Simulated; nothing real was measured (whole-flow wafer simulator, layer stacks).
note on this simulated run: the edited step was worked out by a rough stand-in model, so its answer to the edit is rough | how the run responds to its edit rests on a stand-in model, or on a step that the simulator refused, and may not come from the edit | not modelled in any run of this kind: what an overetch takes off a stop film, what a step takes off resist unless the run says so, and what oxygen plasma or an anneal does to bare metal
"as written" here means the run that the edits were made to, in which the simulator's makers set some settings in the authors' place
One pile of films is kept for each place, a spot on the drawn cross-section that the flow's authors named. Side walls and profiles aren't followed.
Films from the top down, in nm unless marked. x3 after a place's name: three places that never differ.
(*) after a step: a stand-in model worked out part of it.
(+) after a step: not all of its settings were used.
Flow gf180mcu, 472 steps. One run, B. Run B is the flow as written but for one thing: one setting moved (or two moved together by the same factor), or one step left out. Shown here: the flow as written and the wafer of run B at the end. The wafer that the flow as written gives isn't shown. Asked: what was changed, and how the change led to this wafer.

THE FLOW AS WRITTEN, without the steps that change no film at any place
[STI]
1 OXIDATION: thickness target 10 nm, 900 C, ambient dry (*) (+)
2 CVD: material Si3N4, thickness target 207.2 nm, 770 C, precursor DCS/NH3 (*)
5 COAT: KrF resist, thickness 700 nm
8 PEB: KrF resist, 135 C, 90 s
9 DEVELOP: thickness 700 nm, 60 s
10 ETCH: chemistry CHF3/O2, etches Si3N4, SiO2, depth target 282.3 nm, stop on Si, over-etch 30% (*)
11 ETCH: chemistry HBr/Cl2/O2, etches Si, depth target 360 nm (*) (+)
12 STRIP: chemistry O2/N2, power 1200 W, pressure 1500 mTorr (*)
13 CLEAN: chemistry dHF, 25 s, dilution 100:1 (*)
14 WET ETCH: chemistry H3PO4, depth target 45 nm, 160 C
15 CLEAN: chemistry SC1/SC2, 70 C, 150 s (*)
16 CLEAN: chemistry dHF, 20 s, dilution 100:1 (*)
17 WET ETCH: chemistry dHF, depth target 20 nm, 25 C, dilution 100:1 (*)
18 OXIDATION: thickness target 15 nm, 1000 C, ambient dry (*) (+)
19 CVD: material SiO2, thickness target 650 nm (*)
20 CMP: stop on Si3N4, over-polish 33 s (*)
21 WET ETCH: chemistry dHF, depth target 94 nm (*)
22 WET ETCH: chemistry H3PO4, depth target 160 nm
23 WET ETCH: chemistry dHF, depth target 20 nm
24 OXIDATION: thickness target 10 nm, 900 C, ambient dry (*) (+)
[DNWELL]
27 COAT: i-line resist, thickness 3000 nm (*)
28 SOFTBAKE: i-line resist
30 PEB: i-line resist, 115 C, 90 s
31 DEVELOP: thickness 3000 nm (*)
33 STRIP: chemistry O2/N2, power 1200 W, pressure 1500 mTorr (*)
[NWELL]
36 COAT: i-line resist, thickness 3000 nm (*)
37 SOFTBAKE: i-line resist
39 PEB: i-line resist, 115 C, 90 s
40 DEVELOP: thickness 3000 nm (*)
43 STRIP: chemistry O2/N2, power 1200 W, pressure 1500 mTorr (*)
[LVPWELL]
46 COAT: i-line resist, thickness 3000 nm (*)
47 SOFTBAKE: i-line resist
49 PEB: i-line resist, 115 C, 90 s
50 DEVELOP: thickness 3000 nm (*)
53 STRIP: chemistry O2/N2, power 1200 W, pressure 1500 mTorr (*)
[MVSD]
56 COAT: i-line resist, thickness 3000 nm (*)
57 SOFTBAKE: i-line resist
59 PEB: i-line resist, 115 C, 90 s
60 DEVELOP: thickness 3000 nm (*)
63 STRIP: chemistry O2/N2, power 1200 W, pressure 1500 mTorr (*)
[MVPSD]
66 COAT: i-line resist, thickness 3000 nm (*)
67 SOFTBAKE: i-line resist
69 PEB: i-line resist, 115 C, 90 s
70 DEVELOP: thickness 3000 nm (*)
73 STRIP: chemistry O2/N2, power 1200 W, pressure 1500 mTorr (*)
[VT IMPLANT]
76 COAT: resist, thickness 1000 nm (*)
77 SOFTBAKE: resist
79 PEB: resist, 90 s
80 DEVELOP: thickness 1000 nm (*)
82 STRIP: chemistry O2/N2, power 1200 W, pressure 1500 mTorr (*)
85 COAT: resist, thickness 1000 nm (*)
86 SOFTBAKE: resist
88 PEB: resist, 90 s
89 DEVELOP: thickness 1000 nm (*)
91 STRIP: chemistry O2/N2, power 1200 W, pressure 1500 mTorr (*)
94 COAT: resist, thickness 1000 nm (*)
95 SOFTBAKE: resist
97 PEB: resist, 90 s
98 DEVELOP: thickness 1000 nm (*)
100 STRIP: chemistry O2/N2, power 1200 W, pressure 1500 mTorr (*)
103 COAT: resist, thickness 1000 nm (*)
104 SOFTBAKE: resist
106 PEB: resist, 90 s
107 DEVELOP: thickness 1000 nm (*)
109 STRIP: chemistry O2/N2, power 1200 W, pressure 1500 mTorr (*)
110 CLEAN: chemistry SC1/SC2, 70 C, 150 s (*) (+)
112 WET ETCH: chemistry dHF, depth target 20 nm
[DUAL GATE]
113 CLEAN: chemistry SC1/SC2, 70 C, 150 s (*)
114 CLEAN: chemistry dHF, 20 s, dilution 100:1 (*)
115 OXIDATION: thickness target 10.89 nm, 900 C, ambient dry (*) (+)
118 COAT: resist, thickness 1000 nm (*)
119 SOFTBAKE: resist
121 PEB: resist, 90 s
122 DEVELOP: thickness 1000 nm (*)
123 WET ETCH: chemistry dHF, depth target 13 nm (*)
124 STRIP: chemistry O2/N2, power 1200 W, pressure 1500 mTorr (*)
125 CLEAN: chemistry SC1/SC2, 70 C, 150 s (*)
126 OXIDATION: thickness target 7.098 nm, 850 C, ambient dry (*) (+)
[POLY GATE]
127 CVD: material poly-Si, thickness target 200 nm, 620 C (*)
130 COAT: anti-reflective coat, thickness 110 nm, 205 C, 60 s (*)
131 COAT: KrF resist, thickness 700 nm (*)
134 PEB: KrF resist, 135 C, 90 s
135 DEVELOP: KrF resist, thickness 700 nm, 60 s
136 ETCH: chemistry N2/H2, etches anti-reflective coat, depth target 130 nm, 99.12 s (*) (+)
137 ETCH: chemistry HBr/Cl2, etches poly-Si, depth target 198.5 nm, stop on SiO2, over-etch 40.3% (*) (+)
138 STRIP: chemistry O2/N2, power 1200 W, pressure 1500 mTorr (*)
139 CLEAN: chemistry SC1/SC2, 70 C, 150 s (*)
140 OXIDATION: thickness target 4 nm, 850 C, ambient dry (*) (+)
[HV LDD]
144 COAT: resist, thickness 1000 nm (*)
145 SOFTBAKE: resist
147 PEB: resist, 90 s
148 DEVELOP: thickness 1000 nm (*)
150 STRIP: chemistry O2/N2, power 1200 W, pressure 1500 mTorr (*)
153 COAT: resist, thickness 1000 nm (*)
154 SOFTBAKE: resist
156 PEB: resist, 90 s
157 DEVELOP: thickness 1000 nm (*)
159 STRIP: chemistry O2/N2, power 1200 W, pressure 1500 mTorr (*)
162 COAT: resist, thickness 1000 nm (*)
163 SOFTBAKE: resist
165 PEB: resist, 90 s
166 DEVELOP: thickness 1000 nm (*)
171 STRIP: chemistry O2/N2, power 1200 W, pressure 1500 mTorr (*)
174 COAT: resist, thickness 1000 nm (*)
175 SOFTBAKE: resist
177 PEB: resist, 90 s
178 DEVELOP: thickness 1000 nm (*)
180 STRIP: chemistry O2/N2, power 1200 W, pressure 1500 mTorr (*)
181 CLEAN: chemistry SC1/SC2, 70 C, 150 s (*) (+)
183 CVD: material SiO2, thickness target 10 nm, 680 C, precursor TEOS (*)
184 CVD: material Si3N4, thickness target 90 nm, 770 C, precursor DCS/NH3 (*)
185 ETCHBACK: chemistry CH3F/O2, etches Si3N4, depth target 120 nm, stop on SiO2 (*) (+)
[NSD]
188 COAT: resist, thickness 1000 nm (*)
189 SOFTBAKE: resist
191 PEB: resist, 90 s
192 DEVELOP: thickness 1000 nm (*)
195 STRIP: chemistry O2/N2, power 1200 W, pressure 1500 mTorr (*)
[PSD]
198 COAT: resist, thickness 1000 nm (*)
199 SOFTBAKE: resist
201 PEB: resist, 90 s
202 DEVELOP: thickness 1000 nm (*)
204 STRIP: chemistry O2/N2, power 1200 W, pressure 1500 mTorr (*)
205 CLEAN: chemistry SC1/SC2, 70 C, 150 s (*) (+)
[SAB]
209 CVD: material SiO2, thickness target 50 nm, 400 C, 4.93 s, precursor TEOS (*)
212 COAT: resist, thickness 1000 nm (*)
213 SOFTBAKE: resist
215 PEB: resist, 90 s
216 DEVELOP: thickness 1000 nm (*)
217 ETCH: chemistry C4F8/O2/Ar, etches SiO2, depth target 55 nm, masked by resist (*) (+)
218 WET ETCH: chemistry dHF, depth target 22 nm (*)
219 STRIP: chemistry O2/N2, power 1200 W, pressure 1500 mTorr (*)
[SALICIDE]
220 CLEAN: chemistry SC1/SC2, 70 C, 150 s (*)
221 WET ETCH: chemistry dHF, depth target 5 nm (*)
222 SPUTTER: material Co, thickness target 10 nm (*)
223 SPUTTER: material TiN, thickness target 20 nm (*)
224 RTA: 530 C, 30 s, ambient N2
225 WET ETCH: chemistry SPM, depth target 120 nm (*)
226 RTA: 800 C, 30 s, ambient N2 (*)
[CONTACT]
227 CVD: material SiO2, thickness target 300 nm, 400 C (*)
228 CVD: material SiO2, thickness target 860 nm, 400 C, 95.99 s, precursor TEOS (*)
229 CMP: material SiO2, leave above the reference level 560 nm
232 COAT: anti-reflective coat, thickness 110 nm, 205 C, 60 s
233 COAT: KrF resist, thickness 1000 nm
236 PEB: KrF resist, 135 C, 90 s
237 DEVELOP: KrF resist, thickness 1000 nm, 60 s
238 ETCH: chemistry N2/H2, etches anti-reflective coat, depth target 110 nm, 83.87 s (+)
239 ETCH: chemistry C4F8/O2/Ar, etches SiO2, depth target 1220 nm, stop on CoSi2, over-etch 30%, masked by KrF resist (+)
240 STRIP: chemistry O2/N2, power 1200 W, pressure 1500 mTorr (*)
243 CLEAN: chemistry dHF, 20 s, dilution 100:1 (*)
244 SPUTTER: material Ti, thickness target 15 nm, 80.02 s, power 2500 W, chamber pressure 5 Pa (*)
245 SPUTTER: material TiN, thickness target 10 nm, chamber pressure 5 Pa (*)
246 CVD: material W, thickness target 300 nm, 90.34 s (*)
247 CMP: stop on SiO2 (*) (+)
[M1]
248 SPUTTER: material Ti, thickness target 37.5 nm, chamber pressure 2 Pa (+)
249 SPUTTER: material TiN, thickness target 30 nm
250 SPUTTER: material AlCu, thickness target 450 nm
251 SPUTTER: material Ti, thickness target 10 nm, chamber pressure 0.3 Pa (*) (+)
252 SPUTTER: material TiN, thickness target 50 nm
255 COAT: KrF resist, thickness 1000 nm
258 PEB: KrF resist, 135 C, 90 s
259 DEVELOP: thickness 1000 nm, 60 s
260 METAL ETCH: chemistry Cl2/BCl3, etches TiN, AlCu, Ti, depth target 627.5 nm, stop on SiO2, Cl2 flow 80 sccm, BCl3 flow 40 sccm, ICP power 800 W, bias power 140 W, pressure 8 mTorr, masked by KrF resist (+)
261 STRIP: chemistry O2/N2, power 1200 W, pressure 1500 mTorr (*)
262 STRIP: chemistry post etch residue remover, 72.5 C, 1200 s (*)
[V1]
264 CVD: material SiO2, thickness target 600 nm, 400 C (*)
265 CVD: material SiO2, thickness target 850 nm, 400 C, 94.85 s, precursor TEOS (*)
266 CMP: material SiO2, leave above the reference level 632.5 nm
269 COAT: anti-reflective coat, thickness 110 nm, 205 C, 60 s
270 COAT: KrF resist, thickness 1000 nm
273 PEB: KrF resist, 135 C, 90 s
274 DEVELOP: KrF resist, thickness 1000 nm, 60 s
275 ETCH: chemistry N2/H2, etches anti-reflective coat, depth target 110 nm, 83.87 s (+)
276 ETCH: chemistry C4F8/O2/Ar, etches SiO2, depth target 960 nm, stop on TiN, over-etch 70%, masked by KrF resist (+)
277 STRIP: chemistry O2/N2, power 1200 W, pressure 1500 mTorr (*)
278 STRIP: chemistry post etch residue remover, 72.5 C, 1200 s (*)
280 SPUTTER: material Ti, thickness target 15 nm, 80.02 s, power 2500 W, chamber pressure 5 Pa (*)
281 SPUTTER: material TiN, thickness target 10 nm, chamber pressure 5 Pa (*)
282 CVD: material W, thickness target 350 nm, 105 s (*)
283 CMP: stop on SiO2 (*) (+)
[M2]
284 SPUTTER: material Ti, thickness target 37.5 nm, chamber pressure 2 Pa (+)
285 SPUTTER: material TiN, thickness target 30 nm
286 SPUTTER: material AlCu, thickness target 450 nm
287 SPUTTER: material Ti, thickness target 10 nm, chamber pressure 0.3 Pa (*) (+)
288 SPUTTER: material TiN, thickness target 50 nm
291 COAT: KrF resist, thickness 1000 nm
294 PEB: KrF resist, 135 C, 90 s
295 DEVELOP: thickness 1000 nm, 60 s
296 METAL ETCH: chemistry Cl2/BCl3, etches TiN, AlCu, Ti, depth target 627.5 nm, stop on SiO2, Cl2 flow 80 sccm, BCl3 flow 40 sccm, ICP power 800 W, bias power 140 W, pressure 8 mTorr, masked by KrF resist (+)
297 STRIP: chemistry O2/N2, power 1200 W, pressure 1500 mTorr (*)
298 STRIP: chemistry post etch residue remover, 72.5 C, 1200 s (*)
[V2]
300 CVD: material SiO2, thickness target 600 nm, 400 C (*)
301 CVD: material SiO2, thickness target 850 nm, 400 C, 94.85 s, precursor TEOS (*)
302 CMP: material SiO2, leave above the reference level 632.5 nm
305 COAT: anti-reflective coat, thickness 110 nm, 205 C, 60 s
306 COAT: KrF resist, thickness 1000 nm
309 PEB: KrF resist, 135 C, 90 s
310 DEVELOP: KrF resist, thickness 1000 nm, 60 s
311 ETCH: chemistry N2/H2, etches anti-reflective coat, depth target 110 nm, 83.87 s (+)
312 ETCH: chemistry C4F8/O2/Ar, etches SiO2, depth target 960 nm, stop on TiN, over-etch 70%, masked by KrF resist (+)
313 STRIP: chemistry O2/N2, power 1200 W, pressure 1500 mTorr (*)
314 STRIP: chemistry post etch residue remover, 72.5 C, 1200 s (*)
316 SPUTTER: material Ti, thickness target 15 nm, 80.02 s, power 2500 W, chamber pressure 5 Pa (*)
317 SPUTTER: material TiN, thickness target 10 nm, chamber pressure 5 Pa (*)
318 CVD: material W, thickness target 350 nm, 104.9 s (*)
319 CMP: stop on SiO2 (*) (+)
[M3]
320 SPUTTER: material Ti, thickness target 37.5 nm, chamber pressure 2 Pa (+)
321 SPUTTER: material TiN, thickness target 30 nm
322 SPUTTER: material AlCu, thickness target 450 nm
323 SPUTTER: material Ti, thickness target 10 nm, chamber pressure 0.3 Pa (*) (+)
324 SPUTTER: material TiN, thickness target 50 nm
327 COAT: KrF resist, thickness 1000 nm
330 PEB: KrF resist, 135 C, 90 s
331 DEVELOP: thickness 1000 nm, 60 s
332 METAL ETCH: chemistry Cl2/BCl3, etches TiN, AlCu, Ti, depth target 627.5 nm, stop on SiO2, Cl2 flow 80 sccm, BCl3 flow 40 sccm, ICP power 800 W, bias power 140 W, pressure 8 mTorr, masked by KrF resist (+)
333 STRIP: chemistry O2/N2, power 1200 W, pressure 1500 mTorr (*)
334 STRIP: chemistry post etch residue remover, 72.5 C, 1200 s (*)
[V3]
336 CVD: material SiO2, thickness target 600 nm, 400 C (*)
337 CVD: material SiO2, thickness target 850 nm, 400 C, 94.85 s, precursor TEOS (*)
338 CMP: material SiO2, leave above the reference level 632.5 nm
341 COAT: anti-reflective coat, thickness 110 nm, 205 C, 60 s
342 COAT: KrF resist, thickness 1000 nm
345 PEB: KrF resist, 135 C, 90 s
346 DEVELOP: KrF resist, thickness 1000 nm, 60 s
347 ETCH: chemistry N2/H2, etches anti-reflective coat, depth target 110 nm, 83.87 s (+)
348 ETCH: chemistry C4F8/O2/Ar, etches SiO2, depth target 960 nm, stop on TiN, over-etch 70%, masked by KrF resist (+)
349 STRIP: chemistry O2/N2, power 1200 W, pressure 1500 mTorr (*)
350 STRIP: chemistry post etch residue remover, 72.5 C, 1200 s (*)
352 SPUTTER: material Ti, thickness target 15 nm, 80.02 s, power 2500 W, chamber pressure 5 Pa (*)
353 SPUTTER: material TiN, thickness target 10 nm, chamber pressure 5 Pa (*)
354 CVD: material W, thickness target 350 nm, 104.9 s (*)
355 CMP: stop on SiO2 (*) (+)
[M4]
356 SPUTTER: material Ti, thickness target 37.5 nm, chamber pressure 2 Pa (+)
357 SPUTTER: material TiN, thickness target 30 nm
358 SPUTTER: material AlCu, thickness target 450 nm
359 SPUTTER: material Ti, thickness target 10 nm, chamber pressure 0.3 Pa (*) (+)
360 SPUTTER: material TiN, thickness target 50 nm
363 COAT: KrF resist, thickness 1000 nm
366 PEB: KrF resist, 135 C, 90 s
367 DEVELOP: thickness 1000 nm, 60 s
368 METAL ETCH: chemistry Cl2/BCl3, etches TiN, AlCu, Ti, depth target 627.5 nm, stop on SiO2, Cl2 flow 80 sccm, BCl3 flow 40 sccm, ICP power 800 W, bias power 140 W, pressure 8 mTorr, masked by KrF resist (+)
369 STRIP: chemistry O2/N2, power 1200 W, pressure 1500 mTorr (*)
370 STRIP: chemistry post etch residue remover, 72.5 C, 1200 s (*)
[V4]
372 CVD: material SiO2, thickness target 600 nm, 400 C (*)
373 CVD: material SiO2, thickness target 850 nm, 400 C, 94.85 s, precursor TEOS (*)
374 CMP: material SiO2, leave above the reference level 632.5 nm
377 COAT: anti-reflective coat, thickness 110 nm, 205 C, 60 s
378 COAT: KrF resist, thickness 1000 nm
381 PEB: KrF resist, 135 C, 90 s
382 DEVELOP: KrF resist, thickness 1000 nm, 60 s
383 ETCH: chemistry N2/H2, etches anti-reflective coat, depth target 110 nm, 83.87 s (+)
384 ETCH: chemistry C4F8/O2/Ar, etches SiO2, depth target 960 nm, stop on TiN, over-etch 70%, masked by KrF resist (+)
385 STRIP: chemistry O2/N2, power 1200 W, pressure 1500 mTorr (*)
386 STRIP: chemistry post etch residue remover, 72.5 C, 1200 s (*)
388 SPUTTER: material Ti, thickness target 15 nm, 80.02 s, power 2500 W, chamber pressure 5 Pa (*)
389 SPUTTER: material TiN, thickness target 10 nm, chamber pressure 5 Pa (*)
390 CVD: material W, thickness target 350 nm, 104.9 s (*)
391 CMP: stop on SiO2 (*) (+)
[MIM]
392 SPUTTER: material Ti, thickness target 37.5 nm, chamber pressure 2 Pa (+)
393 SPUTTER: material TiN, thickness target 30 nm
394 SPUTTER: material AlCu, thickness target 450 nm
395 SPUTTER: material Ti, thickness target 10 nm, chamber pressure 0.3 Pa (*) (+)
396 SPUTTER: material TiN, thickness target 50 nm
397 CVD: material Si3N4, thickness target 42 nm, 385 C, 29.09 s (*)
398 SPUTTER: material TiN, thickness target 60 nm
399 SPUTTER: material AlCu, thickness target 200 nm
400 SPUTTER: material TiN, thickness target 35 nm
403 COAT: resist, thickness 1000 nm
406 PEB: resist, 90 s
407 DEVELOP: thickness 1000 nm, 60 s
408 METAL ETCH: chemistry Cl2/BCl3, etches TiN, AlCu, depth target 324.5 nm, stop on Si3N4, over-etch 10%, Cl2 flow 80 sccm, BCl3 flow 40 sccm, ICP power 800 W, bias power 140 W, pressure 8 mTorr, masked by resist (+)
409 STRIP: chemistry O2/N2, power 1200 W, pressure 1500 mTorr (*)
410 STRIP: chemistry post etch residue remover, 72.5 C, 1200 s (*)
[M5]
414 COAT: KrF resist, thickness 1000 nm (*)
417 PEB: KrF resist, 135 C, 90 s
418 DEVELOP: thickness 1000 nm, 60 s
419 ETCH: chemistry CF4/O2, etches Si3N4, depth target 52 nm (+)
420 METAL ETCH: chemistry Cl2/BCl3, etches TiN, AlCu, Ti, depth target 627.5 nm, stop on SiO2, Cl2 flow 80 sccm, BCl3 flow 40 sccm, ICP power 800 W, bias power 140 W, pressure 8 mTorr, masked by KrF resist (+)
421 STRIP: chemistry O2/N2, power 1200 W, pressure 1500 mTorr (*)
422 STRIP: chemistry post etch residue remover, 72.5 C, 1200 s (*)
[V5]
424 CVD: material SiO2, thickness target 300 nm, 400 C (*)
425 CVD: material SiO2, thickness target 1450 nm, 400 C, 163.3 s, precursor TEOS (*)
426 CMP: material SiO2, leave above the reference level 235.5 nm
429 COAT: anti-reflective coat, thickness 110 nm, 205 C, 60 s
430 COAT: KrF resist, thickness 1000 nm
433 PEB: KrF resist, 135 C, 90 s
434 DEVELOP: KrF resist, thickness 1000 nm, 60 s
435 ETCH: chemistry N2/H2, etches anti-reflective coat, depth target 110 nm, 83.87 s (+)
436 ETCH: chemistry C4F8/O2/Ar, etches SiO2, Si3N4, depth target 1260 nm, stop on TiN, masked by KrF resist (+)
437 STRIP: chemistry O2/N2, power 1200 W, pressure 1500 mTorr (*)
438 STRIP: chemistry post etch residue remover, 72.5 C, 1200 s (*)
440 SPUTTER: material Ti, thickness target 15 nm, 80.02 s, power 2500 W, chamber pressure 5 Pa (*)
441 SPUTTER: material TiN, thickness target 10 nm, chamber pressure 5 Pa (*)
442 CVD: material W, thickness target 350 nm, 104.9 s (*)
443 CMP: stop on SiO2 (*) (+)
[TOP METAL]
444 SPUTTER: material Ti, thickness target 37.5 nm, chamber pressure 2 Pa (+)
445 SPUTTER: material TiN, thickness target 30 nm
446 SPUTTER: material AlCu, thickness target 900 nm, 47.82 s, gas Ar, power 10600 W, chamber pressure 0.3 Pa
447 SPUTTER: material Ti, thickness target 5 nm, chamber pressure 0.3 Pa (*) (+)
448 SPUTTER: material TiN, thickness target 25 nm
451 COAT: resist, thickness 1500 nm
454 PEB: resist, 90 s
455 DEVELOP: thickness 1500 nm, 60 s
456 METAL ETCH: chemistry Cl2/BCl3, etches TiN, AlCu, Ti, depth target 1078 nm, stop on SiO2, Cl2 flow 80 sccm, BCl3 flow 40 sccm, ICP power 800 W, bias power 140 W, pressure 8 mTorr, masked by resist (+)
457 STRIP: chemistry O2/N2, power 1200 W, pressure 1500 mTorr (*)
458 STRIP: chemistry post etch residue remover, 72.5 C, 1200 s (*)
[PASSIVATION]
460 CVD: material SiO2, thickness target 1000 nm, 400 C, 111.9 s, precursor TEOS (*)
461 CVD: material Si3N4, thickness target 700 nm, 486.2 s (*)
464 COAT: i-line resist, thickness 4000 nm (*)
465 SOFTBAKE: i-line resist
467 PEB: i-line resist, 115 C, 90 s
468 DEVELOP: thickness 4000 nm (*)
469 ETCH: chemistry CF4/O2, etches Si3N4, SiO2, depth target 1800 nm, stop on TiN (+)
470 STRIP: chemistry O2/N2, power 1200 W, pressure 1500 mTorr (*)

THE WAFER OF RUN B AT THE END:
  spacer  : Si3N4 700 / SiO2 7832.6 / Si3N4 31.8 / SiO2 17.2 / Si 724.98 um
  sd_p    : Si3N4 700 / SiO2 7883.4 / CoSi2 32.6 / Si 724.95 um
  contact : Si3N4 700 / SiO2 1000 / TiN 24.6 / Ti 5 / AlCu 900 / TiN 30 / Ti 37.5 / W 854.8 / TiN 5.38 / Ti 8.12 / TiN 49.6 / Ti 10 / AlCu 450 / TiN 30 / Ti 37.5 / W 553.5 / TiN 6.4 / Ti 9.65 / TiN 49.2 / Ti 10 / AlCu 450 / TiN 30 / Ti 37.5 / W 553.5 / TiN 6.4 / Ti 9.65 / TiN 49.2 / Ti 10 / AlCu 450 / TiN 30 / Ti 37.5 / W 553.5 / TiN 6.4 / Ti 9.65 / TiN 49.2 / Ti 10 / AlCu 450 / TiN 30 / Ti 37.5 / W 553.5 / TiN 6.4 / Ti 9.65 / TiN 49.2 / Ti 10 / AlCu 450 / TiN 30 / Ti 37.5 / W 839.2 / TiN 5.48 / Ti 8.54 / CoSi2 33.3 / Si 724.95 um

The cause: step 184, CVD: thickness target 36 nm was run, where the flow has thickness target 90 nm.

How the change led to this, step by step:
  184 CVD: material Si3N4, thickness target 90 nm, 770 C, precursor DCS/NH3 (*)
      field, field__w1, field__w2 and 101 more: Si3N4 +36 (new film) (as written it would be: Si3N4 +90 (new film))
  185 ETCHBACK: chemistry CH3F/O2, etches Si3N4, depth target 120 nm, stop on SiO2 (*) (+)
      field, field__w1, field__w2 and 100 more: Si3N4 -36 (all of it), SiO2 -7 (as written it would be: Si3N4 -90 (all of it), SiO2 -2.5)
  188 COAT: resist, thickness 1000 nm (*)
      spacer: resist +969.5 (new film) (as written it would be: resist +920.3 (new film))
  189 SOFTBAKE: resist
      field: resist -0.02 (as written it would be: resist +0.95)
      nw_sep_fld: nothing (as written it would be: resist +1.07)
  191 PEB: resist, 90 s
      spacer: resist -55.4 (as written it would be: resist -52.3)
  192 DEVELOP: thickness 1000 nm (*)
      spacer: resist -914.1 (all of it) (as written it would be: resist -868 (all of it))
  198 COAT: resist, thickness 1000 nm (*)
      spacer: resist +969.5 (new film) (as written it would be: resist +920.3 (new film))
  199 SOFTBAKE: resist
      field: resist -0.02 (as written it would be: resist +0.95)
      nw_sep_fld: nothing (as written it would be: resist +1.07)
      (and at 1 more place)
  201 PEB: resist, 90 s
      spacer: resist -55.4 (as written it would be: resist -52.3)
  204 STRIP: chemistry O2/N2, power 1200 W, pressure 1500 mTorr (*)
      spacer: resist -914 (all of it) (as written it would be: resist -868 (all of it))
  212 COAT: resist, thickness 1000 nm (*)
      spacer: resist +968.3 (new film) (as written it would be: resist +919.2 (new film))
  213 SOFTBAKE: resist
      field__w9: resist +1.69 (as written it would be: resist -1.07)
  215 PEB: resist, 90 s
      spacer: resist -55.4 (as written it would be: resist -52.3)
  216 DEVELOP: thickness 1000 nm (*)
      spacer: resist -913 (all of it) (as written it would be: resist -866.9 (all of it))
  218 WET ETCH: chemistry dHF, depth target 22 nm (*)
      gate, gate_hv, gate_p and 23 more: SiO2 -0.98 (all of it) (as written it would be: SiO2 -5.48 (all of it))
      active, p_well, sd_n, iso_ptap_pw, iso_ntap_nw, iso_ptap_sub, vpnp_e: SiO2 -4.51 (all of it) (as written it would be: SiO2 -9.01 (all of it))
      (and at 16 more places)
  222 SPUTTER: material Co, thickness target 10 nm (*)
      field__w2: Co +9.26 (new film) (as written it would be: Co +8.65 (new film))
      field__w3: Co +8.89 (new film) (as written it would be: Co +8.06 (new film))
      (and at 5 more places)
  ... 4 more steps ...
  229 CMP: material SiO2, leave above the reference level 560 nm
      field__w2: SiO2 -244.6 (as written it would be: SiO2 -250.1)
      field__w3: SiO2 -226.9 (as written it would be: SiO2 -232.4)
      (and at 3 more places)
